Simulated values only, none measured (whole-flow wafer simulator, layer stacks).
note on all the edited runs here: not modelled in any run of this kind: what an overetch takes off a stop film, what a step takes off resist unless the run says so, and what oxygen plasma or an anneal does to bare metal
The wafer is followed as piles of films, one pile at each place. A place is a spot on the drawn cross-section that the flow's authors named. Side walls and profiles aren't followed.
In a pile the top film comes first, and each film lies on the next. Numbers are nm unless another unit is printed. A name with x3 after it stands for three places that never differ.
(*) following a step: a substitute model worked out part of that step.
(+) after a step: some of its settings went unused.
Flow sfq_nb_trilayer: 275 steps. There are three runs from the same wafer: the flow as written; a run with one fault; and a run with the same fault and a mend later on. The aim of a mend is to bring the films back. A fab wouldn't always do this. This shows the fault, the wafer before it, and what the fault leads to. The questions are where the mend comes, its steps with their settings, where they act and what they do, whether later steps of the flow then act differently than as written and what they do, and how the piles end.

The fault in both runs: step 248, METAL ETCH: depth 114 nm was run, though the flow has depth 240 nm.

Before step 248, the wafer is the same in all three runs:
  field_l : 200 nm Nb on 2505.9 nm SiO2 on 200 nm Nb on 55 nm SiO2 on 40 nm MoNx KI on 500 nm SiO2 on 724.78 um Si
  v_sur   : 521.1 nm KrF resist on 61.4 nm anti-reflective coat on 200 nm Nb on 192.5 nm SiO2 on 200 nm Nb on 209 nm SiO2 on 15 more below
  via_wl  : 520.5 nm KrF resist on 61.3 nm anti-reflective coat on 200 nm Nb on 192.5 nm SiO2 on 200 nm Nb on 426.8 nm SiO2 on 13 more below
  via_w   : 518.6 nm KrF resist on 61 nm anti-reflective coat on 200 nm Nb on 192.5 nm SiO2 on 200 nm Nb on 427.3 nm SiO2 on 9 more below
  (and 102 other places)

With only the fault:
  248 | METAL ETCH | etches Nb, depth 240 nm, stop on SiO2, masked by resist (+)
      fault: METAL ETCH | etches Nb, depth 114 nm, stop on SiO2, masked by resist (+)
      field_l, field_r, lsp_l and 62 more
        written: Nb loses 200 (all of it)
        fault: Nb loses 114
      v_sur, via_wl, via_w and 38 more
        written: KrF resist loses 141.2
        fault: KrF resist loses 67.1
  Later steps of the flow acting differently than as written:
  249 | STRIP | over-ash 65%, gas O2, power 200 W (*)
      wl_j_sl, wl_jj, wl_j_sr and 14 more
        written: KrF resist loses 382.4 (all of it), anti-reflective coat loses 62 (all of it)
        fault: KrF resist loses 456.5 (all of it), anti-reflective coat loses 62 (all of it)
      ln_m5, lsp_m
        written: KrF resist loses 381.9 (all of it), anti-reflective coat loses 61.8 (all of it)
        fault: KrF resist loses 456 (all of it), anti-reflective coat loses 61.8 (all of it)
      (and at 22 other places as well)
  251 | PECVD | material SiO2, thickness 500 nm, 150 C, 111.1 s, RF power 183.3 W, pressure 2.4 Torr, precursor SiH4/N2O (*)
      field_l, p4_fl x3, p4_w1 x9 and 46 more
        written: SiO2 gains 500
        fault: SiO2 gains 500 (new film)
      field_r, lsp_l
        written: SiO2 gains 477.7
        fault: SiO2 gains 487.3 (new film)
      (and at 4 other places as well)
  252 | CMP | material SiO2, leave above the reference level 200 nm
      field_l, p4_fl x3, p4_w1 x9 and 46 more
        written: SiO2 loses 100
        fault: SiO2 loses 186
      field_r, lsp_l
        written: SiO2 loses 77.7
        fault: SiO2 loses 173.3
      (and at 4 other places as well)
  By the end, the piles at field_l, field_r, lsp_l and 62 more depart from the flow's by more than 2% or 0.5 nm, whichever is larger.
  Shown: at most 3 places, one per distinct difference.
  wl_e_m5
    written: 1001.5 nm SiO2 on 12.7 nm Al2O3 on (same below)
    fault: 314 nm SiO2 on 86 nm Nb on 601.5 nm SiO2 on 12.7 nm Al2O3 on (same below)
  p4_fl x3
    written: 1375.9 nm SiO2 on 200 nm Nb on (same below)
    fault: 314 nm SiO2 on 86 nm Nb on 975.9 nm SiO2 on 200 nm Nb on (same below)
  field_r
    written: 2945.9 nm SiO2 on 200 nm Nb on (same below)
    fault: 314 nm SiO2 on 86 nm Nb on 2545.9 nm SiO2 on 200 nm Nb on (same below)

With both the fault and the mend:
  The mend follows step 248.
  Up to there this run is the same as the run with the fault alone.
  248a | METAL ETCH | etches Nb, depth 126 nm, stop on SiO2, masked by resist (+) (the flow's step 248, run once more with other settings)
      field_l, field_r, lsp_l and 62 more
        Nb loses 86 (all of it)
      v_sur, via_wl, via_w and 38 more
        KrF resist loses 74.1
  Later steps of the flow that are run all act as written at every place that is followed.
  At every place that both follow, the piles at the end match the flow's.
